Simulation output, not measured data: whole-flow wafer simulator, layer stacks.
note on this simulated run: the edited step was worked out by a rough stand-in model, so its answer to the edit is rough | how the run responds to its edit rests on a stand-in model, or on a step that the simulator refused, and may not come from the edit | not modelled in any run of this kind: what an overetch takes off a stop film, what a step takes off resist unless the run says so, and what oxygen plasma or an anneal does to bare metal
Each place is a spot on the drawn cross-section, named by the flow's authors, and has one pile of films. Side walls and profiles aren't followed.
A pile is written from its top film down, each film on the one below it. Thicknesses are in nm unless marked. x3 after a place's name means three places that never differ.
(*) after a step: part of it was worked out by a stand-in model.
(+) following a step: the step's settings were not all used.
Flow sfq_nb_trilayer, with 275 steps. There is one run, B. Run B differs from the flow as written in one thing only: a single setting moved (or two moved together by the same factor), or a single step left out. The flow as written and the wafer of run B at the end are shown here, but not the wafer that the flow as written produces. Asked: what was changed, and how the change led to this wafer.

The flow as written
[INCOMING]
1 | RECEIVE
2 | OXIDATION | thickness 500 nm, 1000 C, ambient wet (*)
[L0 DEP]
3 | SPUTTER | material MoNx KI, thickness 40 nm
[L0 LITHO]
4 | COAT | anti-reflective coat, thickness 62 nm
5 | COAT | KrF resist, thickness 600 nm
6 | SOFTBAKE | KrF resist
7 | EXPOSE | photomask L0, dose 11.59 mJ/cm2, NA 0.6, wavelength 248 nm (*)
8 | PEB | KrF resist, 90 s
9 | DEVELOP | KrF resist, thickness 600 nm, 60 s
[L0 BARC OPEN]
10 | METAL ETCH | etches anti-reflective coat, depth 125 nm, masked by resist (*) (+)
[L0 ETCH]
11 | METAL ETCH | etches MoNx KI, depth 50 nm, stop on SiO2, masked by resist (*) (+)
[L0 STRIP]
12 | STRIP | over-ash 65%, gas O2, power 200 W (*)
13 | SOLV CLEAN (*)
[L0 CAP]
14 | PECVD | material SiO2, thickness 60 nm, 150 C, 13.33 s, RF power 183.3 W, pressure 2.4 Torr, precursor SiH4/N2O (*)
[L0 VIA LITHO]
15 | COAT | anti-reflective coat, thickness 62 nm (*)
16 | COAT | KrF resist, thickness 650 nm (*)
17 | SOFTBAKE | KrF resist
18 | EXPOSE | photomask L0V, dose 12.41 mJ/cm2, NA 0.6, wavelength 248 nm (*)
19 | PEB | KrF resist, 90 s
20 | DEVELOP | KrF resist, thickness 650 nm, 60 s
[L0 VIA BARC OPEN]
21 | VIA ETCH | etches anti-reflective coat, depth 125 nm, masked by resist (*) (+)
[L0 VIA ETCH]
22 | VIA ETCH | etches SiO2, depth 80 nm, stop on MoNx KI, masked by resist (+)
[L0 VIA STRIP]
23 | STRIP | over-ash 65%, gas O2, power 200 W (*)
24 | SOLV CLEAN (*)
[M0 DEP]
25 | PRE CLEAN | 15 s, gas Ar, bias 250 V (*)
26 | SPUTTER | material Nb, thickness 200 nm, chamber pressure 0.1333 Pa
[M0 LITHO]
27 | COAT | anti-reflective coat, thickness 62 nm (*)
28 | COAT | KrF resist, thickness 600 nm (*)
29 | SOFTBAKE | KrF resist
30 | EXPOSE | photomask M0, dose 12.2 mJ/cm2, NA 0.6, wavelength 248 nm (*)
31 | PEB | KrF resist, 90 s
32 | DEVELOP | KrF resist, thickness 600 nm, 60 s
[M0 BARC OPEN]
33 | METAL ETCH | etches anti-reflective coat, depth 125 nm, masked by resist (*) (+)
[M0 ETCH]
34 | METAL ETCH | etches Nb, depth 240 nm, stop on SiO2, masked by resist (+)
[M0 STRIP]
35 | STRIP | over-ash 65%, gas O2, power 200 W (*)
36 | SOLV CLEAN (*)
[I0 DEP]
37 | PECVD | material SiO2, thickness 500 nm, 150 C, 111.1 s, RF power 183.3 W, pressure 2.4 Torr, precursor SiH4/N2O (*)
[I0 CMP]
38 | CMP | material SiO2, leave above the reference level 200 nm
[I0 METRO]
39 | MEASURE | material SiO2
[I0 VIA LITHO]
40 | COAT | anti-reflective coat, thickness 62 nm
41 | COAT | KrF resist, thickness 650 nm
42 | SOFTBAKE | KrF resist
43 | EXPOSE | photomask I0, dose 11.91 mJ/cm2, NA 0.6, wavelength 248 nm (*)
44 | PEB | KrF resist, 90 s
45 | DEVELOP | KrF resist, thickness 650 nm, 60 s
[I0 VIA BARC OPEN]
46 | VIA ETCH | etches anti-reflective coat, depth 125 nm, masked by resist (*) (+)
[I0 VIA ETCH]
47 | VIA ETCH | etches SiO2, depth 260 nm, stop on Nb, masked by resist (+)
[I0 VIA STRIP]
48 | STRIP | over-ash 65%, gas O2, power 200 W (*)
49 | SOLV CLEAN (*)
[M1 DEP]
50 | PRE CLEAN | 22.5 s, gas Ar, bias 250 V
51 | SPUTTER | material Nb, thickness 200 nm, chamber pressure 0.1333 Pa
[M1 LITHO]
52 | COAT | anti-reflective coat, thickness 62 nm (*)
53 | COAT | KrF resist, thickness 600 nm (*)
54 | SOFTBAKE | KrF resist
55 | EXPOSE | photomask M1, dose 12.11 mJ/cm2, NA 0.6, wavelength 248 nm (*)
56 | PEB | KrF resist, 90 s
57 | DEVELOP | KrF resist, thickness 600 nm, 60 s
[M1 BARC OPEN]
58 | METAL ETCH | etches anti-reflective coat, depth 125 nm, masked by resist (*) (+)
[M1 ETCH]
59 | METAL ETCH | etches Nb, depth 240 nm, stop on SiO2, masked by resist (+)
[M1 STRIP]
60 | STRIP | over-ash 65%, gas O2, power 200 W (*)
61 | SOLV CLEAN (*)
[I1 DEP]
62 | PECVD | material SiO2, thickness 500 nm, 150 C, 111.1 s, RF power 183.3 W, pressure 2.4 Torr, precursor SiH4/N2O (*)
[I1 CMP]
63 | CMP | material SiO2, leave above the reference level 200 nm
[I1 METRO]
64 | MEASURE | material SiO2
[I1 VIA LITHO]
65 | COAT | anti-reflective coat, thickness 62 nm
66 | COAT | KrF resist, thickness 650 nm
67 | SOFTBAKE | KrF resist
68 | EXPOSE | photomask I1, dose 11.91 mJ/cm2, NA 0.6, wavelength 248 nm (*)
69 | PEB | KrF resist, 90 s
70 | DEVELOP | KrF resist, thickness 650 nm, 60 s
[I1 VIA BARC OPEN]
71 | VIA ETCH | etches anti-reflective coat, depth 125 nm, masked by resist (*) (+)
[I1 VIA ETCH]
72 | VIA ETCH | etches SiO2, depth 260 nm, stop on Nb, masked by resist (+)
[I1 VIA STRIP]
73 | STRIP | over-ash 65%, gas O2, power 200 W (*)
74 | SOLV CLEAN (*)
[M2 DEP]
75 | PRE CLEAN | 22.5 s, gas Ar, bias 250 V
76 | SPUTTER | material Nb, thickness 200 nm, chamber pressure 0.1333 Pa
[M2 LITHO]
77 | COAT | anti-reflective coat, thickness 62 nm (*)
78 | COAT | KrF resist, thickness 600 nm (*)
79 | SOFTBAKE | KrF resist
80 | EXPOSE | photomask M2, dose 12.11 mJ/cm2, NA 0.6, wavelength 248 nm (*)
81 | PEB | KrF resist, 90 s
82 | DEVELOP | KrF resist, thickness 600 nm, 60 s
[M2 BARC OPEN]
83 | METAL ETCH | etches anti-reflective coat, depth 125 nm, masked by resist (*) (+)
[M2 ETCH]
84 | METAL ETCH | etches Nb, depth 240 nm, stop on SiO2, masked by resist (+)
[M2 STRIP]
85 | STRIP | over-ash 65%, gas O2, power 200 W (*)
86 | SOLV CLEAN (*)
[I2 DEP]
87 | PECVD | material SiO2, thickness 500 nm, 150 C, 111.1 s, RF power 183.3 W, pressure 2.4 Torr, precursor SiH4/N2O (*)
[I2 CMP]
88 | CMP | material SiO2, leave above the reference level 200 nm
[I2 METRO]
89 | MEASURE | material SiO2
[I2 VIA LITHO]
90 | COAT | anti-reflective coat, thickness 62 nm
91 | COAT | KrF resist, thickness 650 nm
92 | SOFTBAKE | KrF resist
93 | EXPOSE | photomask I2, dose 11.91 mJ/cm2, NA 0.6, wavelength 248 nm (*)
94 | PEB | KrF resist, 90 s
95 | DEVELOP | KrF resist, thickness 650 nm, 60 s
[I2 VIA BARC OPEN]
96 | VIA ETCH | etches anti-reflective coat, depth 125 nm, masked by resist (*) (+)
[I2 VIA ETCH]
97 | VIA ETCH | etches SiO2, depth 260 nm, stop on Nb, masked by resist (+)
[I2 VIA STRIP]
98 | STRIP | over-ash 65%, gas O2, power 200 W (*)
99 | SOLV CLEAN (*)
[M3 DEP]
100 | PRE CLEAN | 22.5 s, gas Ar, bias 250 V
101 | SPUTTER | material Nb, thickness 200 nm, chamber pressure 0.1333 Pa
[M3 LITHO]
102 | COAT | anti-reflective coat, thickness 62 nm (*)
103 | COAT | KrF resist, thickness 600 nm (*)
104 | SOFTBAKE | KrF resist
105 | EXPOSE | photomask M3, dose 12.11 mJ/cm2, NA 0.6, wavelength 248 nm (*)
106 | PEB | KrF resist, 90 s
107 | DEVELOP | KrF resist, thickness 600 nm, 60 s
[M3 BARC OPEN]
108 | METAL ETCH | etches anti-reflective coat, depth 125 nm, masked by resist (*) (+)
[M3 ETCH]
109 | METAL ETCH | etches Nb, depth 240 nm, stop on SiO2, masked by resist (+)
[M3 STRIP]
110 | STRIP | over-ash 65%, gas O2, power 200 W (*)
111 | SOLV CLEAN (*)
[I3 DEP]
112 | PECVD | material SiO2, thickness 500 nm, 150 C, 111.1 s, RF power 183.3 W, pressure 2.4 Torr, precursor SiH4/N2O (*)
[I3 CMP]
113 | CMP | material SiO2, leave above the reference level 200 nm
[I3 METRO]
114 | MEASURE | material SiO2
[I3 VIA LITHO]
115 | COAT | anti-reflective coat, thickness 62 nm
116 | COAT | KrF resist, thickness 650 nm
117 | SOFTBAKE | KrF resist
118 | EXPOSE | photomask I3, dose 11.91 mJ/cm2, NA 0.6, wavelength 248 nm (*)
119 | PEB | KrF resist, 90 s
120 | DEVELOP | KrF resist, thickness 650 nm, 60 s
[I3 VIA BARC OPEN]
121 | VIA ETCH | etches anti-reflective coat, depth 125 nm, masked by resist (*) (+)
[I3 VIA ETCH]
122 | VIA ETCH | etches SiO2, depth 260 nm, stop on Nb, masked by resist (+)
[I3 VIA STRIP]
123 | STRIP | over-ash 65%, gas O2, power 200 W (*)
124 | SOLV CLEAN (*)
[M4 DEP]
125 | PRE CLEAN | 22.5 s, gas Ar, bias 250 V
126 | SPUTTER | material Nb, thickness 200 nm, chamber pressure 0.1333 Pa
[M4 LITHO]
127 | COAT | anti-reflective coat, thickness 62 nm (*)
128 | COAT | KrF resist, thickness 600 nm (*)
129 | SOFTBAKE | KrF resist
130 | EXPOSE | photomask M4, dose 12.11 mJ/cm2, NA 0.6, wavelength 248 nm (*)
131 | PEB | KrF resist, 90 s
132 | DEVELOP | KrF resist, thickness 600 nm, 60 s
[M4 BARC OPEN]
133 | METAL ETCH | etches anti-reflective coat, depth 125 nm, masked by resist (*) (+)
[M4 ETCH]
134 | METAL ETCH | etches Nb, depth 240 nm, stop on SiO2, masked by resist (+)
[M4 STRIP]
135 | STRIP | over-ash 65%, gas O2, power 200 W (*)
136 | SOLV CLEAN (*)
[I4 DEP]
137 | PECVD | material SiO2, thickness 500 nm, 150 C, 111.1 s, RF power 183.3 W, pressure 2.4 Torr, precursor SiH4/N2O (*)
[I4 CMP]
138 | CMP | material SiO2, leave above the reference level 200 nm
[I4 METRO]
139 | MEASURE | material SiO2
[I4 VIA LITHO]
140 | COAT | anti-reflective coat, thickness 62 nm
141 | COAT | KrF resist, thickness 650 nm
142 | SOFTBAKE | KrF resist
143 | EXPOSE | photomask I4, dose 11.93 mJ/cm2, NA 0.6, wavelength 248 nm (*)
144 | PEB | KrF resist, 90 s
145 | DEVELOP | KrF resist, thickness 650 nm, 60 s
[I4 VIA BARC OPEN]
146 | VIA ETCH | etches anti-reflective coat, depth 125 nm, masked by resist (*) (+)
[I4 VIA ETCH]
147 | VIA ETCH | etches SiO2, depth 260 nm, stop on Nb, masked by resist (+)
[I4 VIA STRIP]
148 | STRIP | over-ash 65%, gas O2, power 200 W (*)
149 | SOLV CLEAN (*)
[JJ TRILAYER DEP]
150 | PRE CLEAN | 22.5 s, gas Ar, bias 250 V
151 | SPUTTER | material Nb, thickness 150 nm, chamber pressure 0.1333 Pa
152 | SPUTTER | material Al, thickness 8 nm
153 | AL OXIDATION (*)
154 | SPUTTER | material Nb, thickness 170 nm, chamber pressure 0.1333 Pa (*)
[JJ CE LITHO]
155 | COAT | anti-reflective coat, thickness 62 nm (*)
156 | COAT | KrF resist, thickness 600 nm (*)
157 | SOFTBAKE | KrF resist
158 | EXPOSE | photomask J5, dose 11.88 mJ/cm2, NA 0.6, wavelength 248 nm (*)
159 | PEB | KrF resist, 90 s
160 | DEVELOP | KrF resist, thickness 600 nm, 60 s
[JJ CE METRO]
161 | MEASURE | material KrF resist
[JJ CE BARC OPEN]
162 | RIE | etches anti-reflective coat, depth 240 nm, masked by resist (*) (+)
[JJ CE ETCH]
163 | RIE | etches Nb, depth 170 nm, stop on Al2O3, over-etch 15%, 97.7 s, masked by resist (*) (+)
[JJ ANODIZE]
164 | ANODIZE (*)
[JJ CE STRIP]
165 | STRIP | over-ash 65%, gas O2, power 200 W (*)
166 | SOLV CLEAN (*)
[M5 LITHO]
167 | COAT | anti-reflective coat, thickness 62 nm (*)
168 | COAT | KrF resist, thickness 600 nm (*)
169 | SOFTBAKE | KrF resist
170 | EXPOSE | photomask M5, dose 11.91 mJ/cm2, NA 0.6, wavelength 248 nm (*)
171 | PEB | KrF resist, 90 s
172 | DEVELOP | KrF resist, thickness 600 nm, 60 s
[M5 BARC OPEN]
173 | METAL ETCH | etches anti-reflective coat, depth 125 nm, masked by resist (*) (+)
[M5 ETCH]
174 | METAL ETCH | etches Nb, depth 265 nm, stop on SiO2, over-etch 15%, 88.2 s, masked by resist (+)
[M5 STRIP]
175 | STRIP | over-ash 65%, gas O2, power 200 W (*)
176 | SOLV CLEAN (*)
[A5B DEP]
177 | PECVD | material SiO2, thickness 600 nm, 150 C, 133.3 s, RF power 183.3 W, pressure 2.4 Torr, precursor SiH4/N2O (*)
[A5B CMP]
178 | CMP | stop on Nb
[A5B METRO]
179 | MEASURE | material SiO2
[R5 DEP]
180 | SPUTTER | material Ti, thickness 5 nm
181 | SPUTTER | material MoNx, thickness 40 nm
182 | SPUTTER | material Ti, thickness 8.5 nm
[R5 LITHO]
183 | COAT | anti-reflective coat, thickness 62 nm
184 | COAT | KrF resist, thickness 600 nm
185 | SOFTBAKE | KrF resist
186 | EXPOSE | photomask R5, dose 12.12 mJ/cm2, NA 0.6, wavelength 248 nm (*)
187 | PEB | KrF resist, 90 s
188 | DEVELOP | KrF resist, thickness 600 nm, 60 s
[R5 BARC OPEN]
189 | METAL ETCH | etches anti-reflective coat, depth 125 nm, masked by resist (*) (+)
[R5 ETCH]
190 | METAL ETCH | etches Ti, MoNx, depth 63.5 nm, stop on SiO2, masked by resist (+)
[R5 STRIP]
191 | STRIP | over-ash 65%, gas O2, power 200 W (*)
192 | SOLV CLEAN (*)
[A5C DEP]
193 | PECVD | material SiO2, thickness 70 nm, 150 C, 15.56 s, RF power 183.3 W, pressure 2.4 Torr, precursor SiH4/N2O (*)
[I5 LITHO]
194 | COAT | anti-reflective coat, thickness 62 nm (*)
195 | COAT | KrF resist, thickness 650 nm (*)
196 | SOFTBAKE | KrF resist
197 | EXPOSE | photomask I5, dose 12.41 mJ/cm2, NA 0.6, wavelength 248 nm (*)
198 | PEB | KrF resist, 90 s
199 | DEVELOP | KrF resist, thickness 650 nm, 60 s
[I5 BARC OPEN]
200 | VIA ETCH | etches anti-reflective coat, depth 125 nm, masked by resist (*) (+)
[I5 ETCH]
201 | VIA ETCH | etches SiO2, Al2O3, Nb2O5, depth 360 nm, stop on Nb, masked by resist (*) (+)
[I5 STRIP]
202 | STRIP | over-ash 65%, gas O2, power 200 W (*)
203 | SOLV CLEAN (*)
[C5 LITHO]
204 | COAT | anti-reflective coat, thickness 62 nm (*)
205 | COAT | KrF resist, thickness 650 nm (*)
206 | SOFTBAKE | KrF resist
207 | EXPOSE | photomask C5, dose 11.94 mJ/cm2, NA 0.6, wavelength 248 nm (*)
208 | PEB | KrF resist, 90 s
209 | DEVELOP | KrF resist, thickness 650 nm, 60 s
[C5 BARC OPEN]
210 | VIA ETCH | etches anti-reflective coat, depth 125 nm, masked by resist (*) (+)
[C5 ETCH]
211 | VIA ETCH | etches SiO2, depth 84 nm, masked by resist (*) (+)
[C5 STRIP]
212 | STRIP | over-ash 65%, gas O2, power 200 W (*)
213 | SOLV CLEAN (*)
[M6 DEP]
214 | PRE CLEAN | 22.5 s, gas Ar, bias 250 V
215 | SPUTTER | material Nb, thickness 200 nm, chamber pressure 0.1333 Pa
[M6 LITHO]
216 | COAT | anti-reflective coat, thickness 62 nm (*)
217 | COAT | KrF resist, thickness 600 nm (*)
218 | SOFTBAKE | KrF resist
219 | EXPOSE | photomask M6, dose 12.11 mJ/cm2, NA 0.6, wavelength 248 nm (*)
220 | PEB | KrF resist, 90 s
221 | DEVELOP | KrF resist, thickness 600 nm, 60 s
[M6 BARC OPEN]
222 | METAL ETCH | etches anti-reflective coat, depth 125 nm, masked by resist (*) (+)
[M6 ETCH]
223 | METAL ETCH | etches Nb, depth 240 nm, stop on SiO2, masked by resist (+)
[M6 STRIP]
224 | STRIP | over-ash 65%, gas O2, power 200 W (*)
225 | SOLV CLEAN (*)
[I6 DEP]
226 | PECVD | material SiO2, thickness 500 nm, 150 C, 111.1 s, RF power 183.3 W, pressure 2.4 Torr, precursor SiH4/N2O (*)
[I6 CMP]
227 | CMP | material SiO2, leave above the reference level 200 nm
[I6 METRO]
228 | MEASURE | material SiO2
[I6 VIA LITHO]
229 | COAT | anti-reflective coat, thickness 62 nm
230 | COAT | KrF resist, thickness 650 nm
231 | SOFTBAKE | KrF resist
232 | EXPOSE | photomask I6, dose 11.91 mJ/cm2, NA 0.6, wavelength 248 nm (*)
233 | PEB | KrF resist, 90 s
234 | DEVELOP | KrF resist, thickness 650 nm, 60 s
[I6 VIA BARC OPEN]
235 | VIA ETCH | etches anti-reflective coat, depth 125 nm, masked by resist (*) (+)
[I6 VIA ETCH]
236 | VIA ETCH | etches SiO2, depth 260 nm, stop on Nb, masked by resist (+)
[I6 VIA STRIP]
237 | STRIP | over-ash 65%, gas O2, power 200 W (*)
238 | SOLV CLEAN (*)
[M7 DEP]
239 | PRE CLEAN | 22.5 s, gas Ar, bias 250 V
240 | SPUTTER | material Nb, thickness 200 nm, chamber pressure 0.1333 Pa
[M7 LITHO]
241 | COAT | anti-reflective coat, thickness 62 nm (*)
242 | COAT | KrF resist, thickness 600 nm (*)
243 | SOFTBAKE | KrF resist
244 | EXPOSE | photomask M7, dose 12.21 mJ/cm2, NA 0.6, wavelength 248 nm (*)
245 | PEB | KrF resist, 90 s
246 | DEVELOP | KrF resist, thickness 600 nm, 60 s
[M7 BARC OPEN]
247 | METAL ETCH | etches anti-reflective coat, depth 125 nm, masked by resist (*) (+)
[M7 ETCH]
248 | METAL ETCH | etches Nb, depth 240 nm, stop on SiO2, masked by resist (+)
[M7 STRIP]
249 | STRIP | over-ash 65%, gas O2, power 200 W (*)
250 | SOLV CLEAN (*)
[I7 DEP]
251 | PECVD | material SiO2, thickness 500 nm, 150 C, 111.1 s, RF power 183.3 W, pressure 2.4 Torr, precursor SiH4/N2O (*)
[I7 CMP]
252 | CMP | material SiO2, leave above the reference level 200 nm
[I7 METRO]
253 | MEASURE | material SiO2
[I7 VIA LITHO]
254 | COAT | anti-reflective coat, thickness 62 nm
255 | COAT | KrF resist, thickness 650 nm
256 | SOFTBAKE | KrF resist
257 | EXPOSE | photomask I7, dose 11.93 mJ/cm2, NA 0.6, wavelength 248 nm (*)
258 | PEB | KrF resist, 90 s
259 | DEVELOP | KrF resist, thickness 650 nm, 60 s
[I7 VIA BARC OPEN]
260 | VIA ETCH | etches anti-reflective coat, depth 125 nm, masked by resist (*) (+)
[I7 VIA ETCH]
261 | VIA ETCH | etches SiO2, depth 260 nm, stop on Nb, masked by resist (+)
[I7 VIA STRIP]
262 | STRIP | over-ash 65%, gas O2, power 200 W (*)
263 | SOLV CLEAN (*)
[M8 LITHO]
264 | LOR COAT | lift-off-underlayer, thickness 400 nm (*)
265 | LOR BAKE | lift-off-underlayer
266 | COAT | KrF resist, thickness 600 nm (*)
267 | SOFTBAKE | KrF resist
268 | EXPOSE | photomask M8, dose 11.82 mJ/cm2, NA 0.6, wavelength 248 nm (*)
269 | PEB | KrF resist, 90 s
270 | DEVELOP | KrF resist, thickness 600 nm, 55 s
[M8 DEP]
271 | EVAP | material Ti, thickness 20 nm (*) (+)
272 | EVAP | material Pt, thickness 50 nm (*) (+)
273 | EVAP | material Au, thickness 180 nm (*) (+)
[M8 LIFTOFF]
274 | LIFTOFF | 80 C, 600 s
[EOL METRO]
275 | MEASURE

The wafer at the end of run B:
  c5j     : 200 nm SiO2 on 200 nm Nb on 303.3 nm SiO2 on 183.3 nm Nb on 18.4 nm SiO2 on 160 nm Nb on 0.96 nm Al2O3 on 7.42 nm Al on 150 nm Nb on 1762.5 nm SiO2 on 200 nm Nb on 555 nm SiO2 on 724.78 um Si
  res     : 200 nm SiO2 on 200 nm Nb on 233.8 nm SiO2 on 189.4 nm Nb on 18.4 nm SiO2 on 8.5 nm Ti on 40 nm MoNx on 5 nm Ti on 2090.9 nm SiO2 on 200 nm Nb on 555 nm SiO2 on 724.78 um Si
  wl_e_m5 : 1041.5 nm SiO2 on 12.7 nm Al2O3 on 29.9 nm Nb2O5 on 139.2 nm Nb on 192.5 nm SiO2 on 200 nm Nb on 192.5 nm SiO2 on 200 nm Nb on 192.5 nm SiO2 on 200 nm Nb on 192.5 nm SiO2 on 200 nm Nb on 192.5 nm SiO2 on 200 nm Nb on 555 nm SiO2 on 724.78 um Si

The reason: step 193, PECVD: thickness 110 nm was run, though the flow has thickness 70 nm; step 193, PECVD: 24.5 s was run, where the flow has 15.56 s.

The path from the change to this, step by step:
  193 | PECVD | material SiO2, thickness 70 nm, 150 C, 15.56 s, RF power 183.3 W, pressure 2.4 Torr, precursor SiH4/N2O (*)
      field_l, v_sur, via_wl and 92 more: +110 SiO2 (as written it would have been: +70 SiO2)
      ce_l, c5j, ce_r and 8 more: +110 SiO2 (new film) (as written it would have been: +70 SiO2 (new film))
  201 | VIA ETCH | etches SiO2, Al2O3, Nb2O5, depth 360 nm, stop on Nb, masked by resist (*) (+)
      be: -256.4 SiO2 (all of it), -12.7 Al2O3 (all of it), -29.9 Nb2O5 (all of it) (as written it would have been: -216.4 SiO2 (all of it), -12.7 Al2O3 (all of it), -29.9 Nb2O5 (all of it))
  204 | COAT | anti-reflective coat, thickness 62 nm (*)
      be: +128 anti-reflective coat (new film) (as written it would have been: +122.2 anti-reflective coat (new film))
      be_sur: +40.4 anti-reflective coat (new film) (as written it would have been: +41.8 anti-reflective coat (new film))
  205 | COAT | KrF resist, thickness 650 nm (*)
      be: +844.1 KrF resist (new film) (as written it would have been: +815.3 KrF resist (new film))
  211 | VIA ETCH | etches SiO2, depth 84 nm, masked by resist (*) (+)
      c5j: -84 SiO2 (as written it would have been: -69.9 SiO2 (all of it), -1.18 Nb)
      res: -84 SiO2 (as written it would have been: -69.9 SiO2 (all of it))
  212 | STRIP | over-ash 65%, gas O2, power 200 W (*)
      be: -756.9 KrF resist (all of it), -128 anti-reflective coat (all of it) (as written it would have been: -728.2 KrF resist (all of it), -122.2 anti-reflective coat (all of it))
      be_sur: -557.3 KrF resist (all of it), -40.4 anti-reflective coat (all of it) (as written it would have been: -559.6 KrF resist (all of it), -41.8 anti-reflective coat (all of it))
  214 | PRE CLEAN | 22.5 s, gas Ar, bias 250 V
      c5j: -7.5 SiO2 (as written it would have been: -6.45 Nb)
      res: -7.5 SiO2 (as written it would have been: -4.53 Ti)
  215 | SPUTTER | material Nb, thickness 200 nm, chamber pressure 0.1333 Pa
      c5j: +183.3 Nb (new film) (as written it would have been: +188.4 Nb)
      be: +138.5 Nb (as written it would have been: +147.3 Nb)
  216 | COAT | anti-reflective coat, thickness 62 nm (*)
      wire: +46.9 anti-reflective coat (new film) (as written it would have been: +48.3 anti-reflective coat (new film))
      be: +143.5 anti-reflective coat (new film) (as written it would have been: +136.7 anti-reflective coat (new film))
      (as well as at 6 more places)
  217 | COAT | KrF resist, thickness 600 nm (*)
      be: +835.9 KrF resist (new film) (as written it would have been: +793.9 KrF resist (new film))
  224 | STRIP | over-ash 65%, gas O2, power 200 W (*)
      wire: -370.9 KrF resist (all of it), -46.9 anti-reflective coat (all of it) (as written it would have been: -369.8 KrF resist (all of it), -48.3 anti-reflective coat (all of it))
      be: -617.6 KrF resist (all of it), -143.5 anti-reflective coat (all of it) (as written it would have been: -575.8 KrF resist (all of it), -136.7 anti-reflective coat (all of it))
      (as well as at 6 more places)
  226 | PECVD | material SiO2, thickness 500 nm, 150 C, 111.1 s, RF power 183.3 W, pressure 2.4 Torr, precursor SiH4/N2O (*)
      be: +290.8 SiO2 (new film), +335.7 void (new film), +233 SiO2 (new film) (as written it would have been: +693.5 SiO2 (new film))
      c5j: +533.8 SiO2 (new film) (as written it would have been: +514.7 SiO2 (new film))
  227 | CMP | material SiO2, leave above the reference level 200 nm
      be: -290.8 SiO2 (all of it), -335.7 void (all of it) (as written it would have been: -182.7 SiO2)
      res: -258.7 SiO2 (as written it would have been: -279.4 SiO2)
  229 | COAT | anti-reflective coat, thickness 62 nm
      via_sp, ce_l: +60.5 anti-reflective coat (new film) (as written it would have been: +62 anti-reflective coat (new film))
      via_v, gap: +60.1 anti-reflective coat (new film) (as written it would have been: +62 anti-reflective coat (new film))
      (as well as at 5 more places)
  230 | COAT | KrF resist, thickness 650 nm
      be: +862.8 KrF resist (new film) (as written it would have been: +650 KrF resist (new film))
      gap: +635.9 KrF resist (new film) (as written it would have been: +650 KrF resist (new film))
  233 | PEB | KrF resist, 90 s
      be: -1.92 KrF resist (as written it would have been: -1.38 KrF resist)
  ... 15 further steps ...
  274 | LIFTOFF | 80 C, 600 s
      be: -180 Au (all of it), -50 Pt (all of it), -20 Ti (all of it), -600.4 KrF resist (all of it), -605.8 lift-off-underlayer (all of it) (as written it would have been: -180 Au (all of it), -50 Pt (all of it), -20 Ti (all of it), -572.1 KrF resist (all of it), -398.5 lift-off-underlayer (all of it))
      be_sur: -180 Au (all of it), -50 Pt (all of it), -20 Ti (all of it), -582.6 KrF resist (all of it), -376.6 lift-off-underlayer (all of it) (as written it would have been: -180 Au (all of it), -50 Pt (all of it), -20 Ti (all of it), -572.6 KrF resist (all of it), -398.9 lift-off-underlayer (all of it))
Taking metal films that touch as one body, c5j has 5 bodies (between them, from the top down: SiO2 303.3; SiO2 18.4; Al2O3 0.96; SiO2 1762.5); the flow as written gives 4 bodies (between them, from the top down: SiO2 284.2; Al2O3 0.96; SiO2 1762.5).
Taking metal films that touch as one body, res has 4 bodies (between them, from the top down: SiO2 233.8; SiO2 18.4; SiO2 2090.9); the flow as written gives 3 bodies (between them, from the top down: SiO2 213.1; SiO2 2090.9).
